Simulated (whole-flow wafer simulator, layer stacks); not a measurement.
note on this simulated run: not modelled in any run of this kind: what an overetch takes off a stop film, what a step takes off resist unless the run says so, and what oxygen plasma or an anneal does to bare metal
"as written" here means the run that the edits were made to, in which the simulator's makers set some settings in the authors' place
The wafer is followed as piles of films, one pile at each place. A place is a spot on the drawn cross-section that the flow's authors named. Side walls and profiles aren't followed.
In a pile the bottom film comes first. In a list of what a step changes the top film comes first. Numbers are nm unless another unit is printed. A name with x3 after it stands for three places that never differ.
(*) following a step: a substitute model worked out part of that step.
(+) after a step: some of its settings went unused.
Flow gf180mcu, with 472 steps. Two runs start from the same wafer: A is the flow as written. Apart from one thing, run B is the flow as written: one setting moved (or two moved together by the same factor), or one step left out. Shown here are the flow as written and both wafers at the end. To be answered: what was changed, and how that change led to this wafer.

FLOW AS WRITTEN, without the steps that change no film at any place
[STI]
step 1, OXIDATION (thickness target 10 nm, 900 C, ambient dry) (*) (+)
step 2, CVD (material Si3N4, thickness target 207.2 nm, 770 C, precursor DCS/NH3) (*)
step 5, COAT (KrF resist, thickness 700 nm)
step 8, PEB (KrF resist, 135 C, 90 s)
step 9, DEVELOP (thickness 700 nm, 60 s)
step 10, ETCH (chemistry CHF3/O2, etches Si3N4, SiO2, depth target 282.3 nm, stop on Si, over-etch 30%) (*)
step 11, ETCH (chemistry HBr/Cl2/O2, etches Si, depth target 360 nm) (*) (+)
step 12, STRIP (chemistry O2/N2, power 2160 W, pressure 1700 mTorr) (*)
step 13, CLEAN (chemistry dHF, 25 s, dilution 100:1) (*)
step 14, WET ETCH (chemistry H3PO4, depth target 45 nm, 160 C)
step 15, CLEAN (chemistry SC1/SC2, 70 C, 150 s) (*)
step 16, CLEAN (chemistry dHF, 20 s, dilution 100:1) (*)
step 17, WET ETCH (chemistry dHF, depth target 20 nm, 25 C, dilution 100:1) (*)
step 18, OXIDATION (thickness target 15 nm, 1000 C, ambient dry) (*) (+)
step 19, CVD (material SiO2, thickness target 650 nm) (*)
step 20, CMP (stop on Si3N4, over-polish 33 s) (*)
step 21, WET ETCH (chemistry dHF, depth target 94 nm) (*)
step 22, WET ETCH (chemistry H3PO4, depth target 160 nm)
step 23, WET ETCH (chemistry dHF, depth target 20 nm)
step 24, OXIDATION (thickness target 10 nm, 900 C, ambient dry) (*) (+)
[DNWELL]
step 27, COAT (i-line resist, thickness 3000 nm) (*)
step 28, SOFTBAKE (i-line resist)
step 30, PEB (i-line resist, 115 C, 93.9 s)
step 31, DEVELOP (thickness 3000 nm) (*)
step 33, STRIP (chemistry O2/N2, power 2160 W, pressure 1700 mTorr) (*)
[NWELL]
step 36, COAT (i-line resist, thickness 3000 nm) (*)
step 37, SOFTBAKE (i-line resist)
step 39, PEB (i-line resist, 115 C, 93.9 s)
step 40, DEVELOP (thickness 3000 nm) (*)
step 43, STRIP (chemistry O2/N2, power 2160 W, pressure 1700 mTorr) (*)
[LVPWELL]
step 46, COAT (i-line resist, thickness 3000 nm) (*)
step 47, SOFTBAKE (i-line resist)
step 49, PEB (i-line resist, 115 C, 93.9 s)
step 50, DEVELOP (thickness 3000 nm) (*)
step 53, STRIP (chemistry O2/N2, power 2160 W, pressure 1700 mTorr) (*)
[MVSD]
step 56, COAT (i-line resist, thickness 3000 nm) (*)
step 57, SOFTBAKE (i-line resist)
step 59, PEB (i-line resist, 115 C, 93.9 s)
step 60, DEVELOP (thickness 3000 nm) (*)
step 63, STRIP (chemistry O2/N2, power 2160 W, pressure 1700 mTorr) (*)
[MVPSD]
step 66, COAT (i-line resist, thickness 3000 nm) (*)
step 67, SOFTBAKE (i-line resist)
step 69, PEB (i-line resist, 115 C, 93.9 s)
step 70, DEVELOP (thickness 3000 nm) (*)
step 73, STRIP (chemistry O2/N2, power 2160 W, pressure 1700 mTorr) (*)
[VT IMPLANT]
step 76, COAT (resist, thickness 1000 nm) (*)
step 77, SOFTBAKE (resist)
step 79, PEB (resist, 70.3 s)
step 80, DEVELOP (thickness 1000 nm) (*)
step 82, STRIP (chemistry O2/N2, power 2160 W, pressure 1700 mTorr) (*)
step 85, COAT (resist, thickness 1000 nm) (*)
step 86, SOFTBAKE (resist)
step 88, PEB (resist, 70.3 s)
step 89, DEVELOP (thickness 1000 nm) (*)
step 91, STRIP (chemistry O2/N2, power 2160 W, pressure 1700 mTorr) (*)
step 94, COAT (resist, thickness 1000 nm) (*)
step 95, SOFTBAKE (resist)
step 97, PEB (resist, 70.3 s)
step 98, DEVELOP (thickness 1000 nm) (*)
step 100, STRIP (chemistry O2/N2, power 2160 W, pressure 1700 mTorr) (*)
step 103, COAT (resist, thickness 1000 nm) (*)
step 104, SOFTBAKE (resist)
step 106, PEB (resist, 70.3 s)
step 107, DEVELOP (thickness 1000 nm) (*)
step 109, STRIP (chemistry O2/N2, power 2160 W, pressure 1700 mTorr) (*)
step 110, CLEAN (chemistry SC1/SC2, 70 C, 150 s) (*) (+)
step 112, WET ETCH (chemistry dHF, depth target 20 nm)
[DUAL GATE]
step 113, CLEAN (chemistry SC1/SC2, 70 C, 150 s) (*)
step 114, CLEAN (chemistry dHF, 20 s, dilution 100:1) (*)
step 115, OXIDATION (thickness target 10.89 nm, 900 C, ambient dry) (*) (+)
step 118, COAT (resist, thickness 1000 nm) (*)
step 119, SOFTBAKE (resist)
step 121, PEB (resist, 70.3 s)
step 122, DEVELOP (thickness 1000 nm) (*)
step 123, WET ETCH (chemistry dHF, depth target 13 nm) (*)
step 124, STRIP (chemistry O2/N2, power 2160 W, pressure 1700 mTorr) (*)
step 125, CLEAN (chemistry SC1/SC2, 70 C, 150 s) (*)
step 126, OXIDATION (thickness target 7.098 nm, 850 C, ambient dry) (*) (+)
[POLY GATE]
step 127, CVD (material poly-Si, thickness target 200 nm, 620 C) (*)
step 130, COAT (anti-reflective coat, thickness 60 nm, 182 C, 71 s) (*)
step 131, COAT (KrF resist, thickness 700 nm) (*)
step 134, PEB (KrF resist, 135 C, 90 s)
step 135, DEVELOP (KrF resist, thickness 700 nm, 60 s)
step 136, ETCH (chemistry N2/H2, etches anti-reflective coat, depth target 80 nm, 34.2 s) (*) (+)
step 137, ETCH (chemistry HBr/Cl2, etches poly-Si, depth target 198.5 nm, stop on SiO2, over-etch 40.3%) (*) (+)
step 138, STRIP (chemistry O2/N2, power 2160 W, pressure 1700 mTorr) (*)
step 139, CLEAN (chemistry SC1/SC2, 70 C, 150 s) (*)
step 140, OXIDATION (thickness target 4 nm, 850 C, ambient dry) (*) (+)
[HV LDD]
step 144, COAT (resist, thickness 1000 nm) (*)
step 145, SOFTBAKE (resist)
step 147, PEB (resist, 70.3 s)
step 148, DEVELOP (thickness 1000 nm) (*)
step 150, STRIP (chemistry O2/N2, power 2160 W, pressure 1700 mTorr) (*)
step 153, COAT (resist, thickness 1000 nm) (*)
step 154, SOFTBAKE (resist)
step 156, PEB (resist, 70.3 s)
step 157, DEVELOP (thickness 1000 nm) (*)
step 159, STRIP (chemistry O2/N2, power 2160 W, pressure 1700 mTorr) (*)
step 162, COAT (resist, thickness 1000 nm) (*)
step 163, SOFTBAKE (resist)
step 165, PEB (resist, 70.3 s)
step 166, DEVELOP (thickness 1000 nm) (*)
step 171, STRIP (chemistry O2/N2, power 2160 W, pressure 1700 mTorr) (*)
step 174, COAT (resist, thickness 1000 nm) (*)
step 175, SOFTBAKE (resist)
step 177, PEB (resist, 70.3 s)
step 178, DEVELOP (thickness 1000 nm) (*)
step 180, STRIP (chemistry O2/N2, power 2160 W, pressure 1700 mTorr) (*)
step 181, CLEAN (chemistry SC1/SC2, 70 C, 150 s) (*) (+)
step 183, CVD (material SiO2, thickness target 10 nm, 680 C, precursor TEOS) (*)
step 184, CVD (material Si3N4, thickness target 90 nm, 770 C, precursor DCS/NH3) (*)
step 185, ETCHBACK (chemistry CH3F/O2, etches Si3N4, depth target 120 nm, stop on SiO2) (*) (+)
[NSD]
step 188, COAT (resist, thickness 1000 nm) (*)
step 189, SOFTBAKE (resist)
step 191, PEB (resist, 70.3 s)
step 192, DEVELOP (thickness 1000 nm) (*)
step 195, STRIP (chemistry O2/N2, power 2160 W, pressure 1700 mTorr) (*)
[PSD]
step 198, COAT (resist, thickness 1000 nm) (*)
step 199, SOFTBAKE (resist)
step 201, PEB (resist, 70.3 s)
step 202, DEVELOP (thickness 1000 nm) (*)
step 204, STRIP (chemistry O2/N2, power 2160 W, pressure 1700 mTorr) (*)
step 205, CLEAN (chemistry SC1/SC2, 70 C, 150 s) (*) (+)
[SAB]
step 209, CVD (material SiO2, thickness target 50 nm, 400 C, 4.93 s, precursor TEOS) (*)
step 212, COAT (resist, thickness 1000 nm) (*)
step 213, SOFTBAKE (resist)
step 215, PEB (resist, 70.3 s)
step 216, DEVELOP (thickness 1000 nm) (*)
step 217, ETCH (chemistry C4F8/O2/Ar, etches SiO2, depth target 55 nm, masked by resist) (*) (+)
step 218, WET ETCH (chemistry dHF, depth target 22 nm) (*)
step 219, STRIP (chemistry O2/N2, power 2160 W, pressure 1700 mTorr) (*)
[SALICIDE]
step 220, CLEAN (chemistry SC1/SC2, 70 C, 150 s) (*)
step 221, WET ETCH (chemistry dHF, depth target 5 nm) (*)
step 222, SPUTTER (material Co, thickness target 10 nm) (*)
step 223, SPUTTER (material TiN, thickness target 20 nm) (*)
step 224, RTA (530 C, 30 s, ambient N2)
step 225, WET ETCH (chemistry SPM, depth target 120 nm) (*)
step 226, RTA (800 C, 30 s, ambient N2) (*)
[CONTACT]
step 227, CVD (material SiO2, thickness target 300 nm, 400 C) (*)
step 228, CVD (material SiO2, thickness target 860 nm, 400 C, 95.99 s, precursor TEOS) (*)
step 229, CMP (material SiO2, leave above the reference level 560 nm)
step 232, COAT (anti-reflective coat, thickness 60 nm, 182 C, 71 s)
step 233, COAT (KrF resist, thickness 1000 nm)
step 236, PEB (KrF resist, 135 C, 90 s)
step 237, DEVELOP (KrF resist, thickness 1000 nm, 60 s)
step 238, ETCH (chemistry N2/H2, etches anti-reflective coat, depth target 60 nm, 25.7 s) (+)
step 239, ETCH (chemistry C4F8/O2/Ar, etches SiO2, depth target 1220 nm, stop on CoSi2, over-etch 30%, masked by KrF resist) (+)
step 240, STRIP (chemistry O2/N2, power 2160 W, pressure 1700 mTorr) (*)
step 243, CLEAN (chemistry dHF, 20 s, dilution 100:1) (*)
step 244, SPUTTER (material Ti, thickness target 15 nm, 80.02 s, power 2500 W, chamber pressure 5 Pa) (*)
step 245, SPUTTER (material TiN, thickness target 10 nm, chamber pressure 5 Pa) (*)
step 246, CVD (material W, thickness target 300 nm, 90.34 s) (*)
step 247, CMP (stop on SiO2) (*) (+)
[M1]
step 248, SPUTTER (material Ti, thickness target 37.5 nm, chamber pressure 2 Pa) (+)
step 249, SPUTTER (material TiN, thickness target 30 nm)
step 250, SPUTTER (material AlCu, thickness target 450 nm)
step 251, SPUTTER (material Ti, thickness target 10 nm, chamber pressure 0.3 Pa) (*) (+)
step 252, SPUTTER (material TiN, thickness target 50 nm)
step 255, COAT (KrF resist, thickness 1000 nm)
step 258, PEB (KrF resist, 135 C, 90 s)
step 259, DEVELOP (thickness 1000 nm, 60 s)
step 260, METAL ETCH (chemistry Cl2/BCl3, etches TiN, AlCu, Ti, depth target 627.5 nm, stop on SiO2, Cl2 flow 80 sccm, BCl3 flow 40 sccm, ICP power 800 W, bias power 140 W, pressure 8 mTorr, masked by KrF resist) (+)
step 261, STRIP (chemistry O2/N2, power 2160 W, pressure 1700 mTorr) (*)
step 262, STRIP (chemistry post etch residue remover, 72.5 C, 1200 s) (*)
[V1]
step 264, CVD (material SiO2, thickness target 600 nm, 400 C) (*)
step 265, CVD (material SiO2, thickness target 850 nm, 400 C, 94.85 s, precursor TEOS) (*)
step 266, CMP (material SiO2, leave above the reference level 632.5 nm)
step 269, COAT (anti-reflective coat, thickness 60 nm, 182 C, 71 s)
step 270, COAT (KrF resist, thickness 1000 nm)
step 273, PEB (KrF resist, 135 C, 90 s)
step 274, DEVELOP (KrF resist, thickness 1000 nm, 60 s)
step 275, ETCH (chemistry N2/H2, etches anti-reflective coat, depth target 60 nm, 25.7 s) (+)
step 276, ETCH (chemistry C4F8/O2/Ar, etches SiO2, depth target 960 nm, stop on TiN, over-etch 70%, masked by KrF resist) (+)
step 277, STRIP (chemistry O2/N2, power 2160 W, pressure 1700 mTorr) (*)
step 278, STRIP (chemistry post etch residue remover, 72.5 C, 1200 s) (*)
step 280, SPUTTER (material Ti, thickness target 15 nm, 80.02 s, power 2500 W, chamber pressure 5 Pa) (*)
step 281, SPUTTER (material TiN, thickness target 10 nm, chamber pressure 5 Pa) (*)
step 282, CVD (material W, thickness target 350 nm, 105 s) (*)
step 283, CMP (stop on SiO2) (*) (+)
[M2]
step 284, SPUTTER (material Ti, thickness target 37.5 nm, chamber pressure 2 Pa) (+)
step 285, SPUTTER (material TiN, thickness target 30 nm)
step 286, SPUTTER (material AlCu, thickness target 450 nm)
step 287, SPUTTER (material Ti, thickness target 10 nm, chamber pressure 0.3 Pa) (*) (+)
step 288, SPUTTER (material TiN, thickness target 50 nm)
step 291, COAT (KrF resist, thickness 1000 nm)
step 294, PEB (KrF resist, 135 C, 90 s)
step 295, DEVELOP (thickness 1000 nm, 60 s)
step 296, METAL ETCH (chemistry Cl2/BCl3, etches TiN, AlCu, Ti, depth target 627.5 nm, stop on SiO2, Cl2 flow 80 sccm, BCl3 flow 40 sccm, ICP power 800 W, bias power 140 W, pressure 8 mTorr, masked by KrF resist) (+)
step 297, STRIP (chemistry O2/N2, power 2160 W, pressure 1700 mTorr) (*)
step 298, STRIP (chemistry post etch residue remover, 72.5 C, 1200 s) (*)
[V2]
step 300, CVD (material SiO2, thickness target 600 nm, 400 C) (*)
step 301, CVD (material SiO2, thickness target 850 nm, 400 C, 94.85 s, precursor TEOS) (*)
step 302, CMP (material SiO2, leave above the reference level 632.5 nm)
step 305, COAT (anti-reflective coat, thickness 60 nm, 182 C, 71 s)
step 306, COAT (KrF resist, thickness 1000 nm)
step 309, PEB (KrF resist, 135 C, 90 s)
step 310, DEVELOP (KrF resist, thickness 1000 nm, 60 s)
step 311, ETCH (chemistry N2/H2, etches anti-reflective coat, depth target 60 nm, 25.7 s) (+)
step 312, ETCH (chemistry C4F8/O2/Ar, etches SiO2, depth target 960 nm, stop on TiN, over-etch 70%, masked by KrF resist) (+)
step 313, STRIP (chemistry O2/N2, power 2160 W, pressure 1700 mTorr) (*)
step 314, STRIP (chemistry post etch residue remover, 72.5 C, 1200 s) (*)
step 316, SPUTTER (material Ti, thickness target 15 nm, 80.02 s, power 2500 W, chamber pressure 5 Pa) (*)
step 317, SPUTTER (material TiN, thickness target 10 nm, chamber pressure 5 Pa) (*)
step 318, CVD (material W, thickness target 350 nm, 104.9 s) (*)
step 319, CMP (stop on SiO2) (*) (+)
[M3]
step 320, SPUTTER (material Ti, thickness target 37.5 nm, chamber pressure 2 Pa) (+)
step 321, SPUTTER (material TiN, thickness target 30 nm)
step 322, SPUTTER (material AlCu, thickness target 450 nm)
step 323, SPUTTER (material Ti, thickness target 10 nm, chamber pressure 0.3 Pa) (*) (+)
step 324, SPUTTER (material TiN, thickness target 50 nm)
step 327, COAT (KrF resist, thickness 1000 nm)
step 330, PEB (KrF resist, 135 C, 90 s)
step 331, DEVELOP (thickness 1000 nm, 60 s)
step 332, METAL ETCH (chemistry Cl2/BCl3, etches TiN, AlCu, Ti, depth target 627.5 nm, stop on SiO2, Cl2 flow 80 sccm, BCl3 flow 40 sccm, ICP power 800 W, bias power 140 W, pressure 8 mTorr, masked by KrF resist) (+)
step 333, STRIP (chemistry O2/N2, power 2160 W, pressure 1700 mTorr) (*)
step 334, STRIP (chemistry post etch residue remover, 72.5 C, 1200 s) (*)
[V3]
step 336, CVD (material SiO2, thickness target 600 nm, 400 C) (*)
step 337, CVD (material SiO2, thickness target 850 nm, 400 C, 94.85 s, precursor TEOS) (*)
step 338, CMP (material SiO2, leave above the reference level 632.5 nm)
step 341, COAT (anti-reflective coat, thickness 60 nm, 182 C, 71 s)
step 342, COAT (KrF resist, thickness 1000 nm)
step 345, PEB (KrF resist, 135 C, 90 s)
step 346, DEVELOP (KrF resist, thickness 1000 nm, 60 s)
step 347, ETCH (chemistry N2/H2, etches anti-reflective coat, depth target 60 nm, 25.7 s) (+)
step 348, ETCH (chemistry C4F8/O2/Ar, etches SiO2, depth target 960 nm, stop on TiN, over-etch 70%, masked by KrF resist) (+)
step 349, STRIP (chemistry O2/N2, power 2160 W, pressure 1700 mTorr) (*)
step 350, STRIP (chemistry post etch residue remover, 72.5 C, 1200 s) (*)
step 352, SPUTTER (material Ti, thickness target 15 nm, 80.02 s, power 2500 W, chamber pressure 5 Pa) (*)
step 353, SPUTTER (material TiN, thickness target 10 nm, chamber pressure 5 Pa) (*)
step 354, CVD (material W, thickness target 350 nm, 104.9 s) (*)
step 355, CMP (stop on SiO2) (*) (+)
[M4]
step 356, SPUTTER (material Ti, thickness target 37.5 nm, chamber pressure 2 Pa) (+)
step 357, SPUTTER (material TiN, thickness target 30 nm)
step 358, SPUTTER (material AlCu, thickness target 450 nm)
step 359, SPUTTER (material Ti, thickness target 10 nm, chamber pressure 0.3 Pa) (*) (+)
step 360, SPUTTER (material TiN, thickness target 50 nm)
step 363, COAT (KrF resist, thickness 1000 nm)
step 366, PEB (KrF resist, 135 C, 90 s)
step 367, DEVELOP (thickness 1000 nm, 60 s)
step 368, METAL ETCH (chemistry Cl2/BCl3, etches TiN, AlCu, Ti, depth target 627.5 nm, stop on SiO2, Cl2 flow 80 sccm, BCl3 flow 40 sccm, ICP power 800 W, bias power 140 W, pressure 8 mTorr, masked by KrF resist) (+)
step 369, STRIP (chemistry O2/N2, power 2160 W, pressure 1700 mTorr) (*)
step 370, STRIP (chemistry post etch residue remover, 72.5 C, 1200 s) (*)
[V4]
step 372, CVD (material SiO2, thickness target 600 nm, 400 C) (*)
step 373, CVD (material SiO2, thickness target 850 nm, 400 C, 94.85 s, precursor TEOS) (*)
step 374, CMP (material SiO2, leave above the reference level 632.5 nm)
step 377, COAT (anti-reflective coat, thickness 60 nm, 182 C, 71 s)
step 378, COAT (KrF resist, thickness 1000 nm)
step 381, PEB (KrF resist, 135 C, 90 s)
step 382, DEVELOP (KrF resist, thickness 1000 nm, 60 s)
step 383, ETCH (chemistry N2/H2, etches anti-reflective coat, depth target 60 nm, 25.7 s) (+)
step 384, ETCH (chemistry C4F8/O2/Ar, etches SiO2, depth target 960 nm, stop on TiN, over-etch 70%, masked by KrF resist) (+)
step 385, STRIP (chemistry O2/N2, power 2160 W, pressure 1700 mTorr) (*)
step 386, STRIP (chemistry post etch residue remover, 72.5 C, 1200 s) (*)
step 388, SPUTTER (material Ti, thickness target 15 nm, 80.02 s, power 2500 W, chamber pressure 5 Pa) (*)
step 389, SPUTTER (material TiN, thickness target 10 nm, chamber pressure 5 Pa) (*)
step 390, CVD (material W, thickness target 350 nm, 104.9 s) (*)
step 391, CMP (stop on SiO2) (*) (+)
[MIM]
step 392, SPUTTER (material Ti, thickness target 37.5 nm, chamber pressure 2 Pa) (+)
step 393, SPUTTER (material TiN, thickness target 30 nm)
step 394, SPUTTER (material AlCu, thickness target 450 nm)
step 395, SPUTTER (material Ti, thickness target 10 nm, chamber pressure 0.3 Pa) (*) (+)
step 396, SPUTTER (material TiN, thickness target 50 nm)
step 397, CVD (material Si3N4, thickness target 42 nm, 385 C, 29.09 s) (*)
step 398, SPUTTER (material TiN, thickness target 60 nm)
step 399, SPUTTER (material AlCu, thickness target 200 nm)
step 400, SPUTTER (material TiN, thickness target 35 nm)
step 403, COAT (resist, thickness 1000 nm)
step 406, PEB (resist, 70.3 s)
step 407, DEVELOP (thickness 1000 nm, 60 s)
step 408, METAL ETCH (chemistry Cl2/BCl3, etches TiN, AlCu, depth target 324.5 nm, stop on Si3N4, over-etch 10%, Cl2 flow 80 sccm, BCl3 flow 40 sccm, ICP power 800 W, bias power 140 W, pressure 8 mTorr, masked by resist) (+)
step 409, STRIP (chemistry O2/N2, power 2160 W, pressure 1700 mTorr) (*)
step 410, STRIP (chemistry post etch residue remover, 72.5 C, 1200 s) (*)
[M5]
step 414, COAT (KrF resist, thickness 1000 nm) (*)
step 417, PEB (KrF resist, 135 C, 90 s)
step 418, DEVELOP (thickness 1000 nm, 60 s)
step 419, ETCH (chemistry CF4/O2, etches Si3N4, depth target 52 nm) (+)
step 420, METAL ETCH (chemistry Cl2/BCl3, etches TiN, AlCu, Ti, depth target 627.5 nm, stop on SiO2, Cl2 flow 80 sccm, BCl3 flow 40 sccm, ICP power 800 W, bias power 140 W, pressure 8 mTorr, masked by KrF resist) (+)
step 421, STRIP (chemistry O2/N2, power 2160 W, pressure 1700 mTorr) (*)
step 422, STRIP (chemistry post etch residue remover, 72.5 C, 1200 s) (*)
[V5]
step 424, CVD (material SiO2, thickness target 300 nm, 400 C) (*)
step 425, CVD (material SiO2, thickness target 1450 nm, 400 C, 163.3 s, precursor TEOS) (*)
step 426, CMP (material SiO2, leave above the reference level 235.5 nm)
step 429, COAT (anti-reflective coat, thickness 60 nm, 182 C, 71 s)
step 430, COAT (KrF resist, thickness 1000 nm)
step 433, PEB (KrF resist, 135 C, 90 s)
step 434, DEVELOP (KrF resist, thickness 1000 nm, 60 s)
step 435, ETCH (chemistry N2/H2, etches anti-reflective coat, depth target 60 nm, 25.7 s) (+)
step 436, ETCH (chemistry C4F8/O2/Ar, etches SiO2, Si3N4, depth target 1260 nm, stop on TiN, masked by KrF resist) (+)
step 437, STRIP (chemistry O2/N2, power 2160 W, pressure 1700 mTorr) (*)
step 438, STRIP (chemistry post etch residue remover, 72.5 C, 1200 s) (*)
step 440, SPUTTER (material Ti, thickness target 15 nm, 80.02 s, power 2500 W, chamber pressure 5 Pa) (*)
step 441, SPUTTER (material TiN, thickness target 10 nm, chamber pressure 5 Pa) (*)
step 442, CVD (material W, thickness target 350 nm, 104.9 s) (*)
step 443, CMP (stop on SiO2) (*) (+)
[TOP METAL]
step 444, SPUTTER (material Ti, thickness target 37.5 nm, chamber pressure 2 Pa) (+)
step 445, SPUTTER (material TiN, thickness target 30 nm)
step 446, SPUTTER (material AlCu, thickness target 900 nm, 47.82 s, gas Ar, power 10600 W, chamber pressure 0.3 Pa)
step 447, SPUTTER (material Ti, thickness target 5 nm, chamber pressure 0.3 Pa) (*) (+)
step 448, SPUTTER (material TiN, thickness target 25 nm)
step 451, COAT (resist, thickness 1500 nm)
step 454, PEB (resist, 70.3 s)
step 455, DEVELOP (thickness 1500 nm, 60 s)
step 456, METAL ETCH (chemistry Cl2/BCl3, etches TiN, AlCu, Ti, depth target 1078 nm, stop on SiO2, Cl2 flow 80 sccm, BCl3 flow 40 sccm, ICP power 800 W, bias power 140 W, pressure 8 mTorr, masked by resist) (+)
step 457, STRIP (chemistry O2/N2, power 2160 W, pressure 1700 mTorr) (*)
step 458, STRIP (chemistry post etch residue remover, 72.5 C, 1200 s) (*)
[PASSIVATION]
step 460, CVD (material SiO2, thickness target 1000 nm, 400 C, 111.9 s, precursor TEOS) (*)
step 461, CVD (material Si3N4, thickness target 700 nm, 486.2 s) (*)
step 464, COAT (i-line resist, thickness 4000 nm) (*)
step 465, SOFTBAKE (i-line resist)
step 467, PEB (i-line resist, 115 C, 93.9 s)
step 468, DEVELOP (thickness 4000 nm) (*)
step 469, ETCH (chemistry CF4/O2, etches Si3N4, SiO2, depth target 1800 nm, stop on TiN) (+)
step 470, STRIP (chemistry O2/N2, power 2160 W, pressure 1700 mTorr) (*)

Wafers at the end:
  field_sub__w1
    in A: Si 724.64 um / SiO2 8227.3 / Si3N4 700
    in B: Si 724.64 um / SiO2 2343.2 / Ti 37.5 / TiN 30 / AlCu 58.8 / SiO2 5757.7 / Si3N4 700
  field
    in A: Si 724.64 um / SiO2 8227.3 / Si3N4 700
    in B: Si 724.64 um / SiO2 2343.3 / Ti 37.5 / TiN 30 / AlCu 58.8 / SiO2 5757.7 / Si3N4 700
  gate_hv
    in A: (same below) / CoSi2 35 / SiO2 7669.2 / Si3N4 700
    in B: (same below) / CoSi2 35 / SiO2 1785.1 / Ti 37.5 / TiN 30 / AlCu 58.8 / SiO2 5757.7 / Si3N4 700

Cause: step 296, METAL ETCH: depth target 445.5 nm was run, while the flow as written has depth target 627.5 nm.

The path from the change to this, step by step:
  step 296, METAL ETCH (chemistry Cl2/BCl3, etches TiN, AlCu, Ti, depth target 627.5 nm, stop on SiO2, Cl2 flow 80 sccm, BCl3 flow 40 sccm, ICP power 800 W, bias power 140 W, pressure 8 mTorr, masked by KrF resist) (+)
      field, field__w1, field__w2 and 103 more: A TiN loses 50 (all of it), Ti loses 10 (all of it), AlCu loses 450 (all of it), TiN loses 30 (all of it), Ti loses 37.5 (all of it) | B TiN loses 50 (all of it), Ti loses 10 (all of it), AlCu loses 385.5
      field__w8, contact, m1, m1__w1, m1_nw: A KrF resist loses 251 | B KrF resist loses 178.2
  step 297, STRIP (chemistry O2/N2, power 2160 W, pressure 1700 mTorr) (*)
      field__w8, contact, m1, m1__w1, m1_nw: A KrF resist loses 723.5 (all of it) | B KrF resist loses 796.3 (all of it)
  step 298, STRIP (chemistry post etch residue remover, 72.5 C, 1200 s) (*)
      field, field__w1, field__w2 and 103 more: A nothing | B AlCu loses 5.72
  step 300, CVD (material SiO2, thickness target 600 nm, 400 C) (*)
      field, field__w1, field__w2 and 103 more: A SiO2 gains 600 | B SiO2 gains 600 (new film)
  step 302, CMP (material SiO2, leave above the reference level 632.5 nm)
      field, field__w1, field__w2 and 103 more: A SiO2 loses 300 | B SiO2 loses 426.3
With metal films that touch counted as one body, field_sub__w1 has 1 body; the flow as written gives 0 bodies.
With metal films that touch counted as one body, field has 1 body; the flow as written gives 0 bodies.
With metal films that touch counted as one body, gate_hv has 2 bodies (between them, from the top down: SiO2 1785.1); the flow as written gives 1 body.
